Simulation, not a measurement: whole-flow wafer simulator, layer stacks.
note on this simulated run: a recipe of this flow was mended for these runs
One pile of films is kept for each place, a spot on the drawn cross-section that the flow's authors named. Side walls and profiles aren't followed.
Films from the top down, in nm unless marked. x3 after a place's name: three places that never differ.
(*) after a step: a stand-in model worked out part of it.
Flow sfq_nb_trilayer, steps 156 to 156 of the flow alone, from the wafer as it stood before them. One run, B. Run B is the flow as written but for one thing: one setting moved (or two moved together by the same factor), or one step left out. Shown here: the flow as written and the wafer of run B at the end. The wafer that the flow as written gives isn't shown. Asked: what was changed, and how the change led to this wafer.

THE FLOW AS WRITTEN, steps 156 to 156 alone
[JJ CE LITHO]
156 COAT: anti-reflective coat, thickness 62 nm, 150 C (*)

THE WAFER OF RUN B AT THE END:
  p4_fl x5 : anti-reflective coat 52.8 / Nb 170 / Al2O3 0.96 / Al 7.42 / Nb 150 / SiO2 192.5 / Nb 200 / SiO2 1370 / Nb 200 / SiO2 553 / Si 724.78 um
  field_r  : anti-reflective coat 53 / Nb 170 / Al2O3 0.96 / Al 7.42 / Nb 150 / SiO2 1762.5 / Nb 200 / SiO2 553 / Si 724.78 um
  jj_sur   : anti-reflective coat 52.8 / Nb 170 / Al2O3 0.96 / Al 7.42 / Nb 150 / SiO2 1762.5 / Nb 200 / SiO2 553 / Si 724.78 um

The cause: step 156, COAT: thickness 52.8 nm was run, where the flow has thickness 62 nm.
It can be read off the wafer: p4_fl x5 has anti-reflective coat 52.8, and step 156 as written asks for 62 nm.

How the change led to this, step by step:
  156 COAT: anti-reflective coat, thickness 62 nm, 150 C (*)
      p4_fl x5, p4_w1 x9, p3_s0 x42, wl_j_sl x15, wl_d_m1, l0r_line_l x3, m0r_space_l x2: anti-reflective coat +52.8 (new film) (as written it would be: anti-reflective coat +62 (new film))
      field_r, lsp_l, ln_m5, lsp_m, ln_m6, lsp_r: anti-reflective coat +53 (new film) (as written it would be: anti-reflective coat +62.3 (new film))
      (and at 21 more places)
